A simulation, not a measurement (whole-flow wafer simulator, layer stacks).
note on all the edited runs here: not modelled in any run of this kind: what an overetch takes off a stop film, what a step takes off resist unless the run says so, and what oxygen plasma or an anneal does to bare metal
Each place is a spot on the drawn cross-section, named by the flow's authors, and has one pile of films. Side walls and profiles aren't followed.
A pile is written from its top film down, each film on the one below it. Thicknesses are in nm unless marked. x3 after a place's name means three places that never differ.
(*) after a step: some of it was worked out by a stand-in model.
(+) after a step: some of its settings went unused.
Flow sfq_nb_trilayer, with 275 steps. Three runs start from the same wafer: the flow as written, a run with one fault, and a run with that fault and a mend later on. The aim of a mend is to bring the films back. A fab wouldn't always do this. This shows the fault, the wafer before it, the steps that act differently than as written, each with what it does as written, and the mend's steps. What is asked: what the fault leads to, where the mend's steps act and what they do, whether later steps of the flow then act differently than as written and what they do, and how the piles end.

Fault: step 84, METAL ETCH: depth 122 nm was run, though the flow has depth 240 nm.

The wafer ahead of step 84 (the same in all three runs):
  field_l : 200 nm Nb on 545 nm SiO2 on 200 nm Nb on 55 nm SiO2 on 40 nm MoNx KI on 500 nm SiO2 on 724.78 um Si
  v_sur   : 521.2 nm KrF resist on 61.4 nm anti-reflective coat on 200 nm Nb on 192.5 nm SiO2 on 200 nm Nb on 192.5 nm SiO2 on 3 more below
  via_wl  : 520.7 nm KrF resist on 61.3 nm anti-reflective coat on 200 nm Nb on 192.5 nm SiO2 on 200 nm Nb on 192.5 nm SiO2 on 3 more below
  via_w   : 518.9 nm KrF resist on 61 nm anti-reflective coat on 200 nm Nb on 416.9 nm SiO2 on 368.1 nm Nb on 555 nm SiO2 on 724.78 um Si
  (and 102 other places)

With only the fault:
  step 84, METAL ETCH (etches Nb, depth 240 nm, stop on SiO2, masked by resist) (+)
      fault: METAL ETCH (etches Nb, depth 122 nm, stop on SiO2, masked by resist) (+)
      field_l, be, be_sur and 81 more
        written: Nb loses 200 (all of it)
        fault: Nb loses 122
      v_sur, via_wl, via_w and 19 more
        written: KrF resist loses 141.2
        fault: KrF resist loses 71.8
  Steps later in the flow that act otherwise than as written:
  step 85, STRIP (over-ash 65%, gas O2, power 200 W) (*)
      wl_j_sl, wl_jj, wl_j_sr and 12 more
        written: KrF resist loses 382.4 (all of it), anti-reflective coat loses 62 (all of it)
        fault: KrF resist loses 451.8 (all of it), anti-reflective coat loses 62 (all of it)
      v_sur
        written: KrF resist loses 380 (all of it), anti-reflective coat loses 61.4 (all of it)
        fault: KrF resist loses 449.5 (all of it), anti-reflective coat loses 61.4 (all of it)
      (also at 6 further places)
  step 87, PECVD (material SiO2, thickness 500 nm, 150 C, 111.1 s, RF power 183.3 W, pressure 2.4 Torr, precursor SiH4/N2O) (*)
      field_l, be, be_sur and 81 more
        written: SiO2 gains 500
        fault: SiO2 gains 500 (new film)
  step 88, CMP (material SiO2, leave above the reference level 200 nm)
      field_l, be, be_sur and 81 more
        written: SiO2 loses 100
        fault: SiO2 loses 178
  The piles end different from the flow's at field_l, be, be_sur and 81 more by more than 2% or 0.5 nm, whichever is larger.
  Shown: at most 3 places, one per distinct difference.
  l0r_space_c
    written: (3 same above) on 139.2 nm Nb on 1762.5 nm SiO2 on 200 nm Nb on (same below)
    fault: (3 same above) on 139.2 nm Nb on 1099.5 nm SiO2 on 78 nm Nb on 585 nm SiO2 on 200 nm Nb on (same below)
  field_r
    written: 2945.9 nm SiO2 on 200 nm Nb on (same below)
    fault: 2282.9 nm SiO2 on 78 nm Nb on 585 nm SiO2 on 200 nm Nb on (same below)
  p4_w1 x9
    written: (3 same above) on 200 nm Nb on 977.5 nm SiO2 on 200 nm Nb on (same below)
    fault: (3 same above) on 200 nm Nb on 314.5 nm SiO2 on 78 nm Nb on 585 nm SiO2 on 200 nm Nb on (same below)

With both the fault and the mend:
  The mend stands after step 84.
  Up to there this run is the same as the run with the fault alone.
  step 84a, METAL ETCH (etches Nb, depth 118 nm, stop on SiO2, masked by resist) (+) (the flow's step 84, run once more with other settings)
      field_l, be, be_sur and 81 more
        Nb loses 78 (all of it)
      v_sur, via_wl, via_w and 19 more
        KrF resist loses 68.8
  None of the later steps of the flow differs from how it acts as written, at any place that is followed, by more than 2% or 0.5 nm, whichever is larger.
  The piles end the same as the flow's at every place that both follow.
